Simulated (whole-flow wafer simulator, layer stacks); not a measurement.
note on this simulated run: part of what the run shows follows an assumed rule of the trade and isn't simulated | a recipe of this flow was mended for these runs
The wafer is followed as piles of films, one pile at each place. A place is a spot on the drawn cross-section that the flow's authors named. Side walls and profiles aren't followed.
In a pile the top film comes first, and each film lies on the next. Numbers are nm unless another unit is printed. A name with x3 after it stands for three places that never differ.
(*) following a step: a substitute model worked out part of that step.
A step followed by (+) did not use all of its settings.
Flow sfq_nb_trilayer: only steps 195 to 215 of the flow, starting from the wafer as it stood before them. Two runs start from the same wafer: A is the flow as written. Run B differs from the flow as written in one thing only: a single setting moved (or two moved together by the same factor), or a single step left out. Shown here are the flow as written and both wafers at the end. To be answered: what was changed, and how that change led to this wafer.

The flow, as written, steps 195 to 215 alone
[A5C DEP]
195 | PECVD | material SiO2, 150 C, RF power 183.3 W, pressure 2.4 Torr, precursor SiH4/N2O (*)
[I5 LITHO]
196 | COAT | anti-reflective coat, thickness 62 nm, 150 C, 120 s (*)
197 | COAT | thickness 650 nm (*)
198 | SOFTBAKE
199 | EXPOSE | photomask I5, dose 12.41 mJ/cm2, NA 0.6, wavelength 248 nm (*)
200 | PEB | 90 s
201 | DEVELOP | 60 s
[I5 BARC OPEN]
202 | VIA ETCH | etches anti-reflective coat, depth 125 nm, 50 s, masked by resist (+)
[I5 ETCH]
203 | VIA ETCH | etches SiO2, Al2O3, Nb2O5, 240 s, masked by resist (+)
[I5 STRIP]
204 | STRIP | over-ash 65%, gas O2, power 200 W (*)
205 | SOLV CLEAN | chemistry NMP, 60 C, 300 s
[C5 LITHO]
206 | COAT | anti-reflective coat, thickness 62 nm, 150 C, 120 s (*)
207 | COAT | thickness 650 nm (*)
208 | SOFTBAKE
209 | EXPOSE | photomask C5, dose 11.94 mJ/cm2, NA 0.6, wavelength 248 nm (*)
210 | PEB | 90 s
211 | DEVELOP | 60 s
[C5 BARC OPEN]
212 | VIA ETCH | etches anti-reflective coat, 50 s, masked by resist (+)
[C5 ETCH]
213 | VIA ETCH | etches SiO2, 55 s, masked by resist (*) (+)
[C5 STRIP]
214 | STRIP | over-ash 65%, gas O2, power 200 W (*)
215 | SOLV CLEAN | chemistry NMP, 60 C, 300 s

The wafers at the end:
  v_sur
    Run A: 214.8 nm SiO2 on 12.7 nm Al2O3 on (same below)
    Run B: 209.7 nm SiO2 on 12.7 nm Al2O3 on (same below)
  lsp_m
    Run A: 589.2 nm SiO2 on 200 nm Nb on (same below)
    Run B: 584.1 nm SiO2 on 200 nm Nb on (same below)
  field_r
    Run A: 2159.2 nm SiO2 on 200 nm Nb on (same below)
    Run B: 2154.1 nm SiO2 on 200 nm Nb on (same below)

What caused this: step 195, PECVD: RF power 159.9 W was run, though the flow has RF power 183.3 W.

Step by step, how the change led to this:
  195 | PECVD | material SiO2, 150 C, RF power 183.3 W, pressure 2.4 Torr, precursor SiH4/N2O (*)
      field_l, v_sur, via_wl and 92 more: A SiO2 gains 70 | B SiO2 gains 64.9
      ce_l, c5j, ce_r and 8 more: A SiO2 gains 70 (new film) | B SiO2 gains 64.9 (new film)
  203 | VIA ETCH | etches SiO2, Al2O3, Nb2O5, 240 s, masked by resist (+)
      be: A SiO2 loses 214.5 (all of it), Al2O3 loses 12.7 (all of it), Nb2O5 loses 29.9 (all of it), Nb loses 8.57 | B SiO2 loses 209.4 (all of it), Al2O3 loses 12.7 (all of it), Nb2O5 loses 29.9 (all of it), Nb loses 9
  213 | VIA ETCH | etches SiO2, 55 s, masked by resist (*) (+)
      c5j: A SiO2 loses 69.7 (all of it), Nb loses 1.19 | B SiO2 loses 64.6 (all of it), Nb loses 1.62
      res: A SiO2 loses 69.7 (all of it), Ti loses 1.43 | B SiO2 loses 64.5 (all of it), Ti loses 1.95
